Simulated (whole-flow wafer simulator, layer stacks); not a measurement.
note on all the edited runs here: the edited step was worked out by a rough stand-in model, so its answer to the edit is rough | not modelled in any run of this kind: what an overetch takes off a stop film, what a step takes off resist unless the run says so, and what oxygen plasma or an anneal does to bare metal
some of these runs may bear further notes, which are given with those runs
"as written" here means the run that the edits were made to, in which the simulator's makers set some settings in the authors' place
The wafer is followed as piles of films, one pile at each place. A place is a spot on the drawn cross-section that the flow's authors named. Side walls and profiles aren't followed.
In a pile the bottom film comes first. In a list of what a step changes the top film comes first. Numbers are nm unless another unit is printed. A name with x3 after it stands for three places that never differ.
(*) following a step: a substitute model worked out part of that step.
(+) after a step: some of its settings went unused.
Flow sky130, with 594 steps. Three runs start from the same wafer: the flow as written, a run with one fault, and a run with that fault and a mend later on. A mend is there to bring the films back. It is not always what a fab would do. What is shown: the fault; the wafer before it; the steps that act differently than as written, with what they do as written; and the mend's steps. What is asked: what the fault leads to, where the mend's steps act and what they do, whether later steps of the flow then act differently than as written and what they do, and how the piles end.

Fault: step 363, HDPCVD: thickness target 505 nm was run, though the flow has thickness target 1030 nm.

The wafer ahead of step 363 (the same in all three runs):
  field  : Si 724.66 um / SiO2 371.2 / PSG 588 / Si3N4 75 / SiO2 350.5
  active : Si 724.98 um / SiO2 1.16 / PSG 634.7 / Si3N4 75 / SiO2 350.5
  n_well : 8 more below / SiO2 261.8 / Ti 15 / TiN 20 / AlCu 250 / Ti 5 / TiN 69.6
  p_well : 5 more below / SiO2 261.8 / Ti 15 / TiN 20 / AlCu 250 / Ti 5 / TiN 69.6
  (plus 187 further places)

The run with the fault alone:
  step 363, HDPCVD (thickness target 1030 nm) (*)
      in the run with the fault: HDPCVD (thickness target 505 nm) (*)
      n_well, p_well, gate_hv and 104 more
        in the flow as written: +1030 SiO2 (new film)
        in the run with the fault: +505 SiO2 (new film)
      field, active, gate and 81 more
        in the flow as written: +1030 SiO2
        in the run with the fault: +505 SiO2
  Steps later in the flow that act otherwise than as written (25 more steps, not shown, differ only slightly: by at most 2% or 0.5 nm, whichever is larger):
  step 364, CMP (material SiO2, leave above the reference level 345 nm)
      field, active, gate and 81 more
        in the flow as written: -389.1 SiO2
        in the run with the fault: nothing
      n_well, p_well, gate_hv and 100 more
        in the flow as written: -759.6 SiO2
        in the run with the fault: -234.6 SiO2
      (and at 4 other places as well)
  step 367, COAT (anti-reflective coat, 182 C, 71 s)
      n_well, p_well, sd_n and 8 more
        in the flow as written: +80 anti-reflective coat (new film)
        in the run with the fault: +3 anti-reflective coat (new film)
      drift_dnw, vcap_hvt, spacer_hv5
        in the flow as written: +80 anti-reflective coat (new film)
        in the run with the fault: +67.6 anti-reflective coat (new film)
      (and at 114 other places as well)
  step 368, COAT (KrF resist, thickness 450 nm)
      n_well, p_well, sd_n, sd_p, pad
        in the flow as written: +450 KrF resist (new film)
        in the run with the fault: +389.6 KrF resist (new film)
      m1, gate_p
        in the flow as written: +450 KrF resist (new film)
        in the run with the fault: +432.5 KrF resist (new film)
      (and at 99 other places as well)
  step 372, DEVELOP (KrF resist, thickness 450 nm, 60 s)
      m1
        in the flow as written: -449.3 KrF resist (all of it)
        in the run with the fault: -431.9 KrF resist (all of it)
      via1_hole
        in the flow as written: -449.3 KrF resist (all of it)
        in the run with the fault: -398.3 KrF resist (all of it)
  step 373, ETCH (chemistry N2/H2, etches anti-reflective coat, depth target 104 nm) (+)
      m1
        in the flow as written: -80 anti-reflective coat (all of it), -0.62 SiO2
        in the run with the fault: -8.29 anti-reflective coat (all of it)
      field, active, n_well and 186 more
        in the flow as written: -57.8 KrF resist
        in the run with the fault: -5.23 KrF resist
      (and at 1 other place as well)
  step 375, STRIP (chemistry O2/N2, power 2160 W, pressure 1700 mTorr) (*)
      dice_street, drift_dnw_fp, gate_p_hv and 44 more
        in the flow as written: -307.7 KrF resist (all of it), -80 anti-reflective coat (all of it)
        in the run with the fault: -360.2 KrF resist (all of it), -80 anti-reflective coat (all of it)
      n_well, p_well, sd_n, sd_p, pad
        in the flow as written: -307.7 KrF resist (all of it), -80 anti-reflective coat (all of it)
        in the run with the fault: -299.9 KrF resist (all of it), -3 anti-reflective coat (all of it)
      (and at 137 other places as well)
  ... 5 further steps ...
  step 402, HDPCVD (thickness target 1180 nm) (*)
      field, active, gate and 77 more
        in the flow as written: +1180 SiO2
        in the run with the fault: +1180 SiO2 (new film)
  At field, active, gate and 84 more, the piles at the end differ from the flow's by more than 2% or 0.5 nm, whichever is larger.
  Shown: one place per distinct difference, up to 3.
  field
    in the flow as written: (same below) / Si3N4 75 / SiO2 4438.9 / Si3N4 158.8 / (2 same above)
    in the run with the fault: (same below) / Si3N4 75 / SiO2 855.5 / TiN 20 / W 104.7 / SiO2 3458.7 / Si3N4 158.8 / (2 same above)
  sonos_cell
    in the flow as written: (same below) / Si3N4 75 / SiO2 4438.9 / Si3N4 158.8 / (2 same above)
    in the run with the fault: (same below) / Si3N4 75 / SiO2 855.5 / TiN 20 / W 104.8 / SiO2 3458.7 / Si3N4 158.8 / (2 same above)
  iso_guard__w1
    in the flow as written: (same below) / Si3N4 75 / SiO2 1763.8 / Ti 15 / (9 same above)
    in the run with the fault: (same below) / Si3N4 75 / SiO2 855.5 / TiN 20 / W 104.8 / SiO2 783.6 / Ti 15 / (9 same above)

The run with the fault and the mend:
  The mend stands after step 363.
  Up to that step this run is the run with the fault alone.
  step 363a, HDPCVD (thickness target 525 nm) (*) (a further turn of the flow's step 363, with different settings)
      field, active, n_well and 188 more
        +525 SiO2
  Every later step of the flow that is run acts as written at every place that is followed.
  By the end, the piles equal the flow's at every place that both follow.
